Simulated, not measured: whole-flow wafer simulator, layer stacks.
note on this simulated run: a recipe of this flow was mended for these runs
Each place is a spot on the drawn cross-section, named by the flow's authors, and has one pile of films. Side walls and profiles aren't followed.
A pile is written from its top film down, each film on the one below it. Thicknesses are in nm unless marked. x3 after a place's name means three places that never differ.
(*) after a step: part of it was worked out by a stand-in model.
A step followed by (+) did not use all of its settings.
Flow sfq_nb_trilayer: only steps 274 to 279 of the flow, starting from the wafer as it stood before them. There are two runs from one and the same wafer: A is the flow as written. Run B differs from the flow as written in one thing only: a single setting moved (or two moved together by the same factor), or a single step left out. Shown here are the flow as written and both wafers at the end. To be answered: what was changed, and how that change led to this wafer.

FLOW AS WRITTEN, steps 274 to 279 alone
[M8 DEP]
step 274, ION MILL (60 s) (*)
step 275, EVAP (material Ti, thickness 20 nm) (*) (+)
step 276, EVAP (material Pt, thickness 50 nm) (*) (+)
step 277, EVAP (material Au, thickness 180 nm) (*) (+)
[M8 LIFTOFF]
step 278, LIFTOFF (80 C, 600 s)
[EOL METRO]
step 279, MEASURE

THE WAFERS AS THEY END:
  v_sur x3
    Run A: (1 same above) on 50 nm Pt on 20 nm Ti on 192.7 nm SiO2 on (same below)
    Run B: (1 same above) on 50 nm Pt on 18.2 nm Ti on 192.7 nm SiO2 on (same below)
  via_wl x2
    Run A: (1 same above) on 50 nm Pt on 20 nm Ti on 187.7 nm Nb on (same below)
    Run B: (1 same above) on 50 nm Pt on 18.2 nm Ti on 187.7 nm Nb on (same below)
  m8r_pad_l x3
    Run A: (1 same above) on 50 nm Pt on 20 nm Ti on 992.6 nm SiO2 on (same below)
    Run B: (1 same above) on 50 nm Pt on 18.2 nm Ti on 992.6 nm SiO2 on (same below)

What caused this: step 275, EVAP: thickness 18.2 nm was run, though the flow has thickness 20 nm.
The wafer lets one read it off: v_sur x3 has Ti 18.2, and step 275 as written asks for 20 nm.

How this came from the change, step by step:
  step 275, EVAP (material Ti, thickness 20 nm) (*) (+)
      field_l, v_sur x3, via_wl x2 and 100 more: A +20 Ti (new film) | B +18.2 Ti (new film)
  step 278, LIFTOFF (80 C, 600 s)
      p4_fl x5, p4_w1 x9, p3_s0 x11 and 49 more: A -180 Au (all of it), -50 Pt (all of it), -20 Ti (all of it), -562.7 KrF-resist-other-grade (all of it), -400 lift-off-underlayer (all of it) | B -180 Au (all of it), -50 Pt (all of it), -18.2 Ti (all of it), -562.7 KrF-resist-other-grade (all of it), -400 lift-off-underlayer (all of it)
      r_sur, res, r_end: A -180 Au (all of it), -50 Pt (all of it), -20 Ti (all of it), -559.9 KrF-resist-other-grade (all of it), -399.5 lift-off-underlayer (all of it) | B -180 Au (all of it), -50 Pt (all of it), -18.2 Ti (all of it), -559.9 KrF-resist-other-grade (all of it), -399.5 lift-off-underlayer (all of it)
      (as well as at 18 more places)
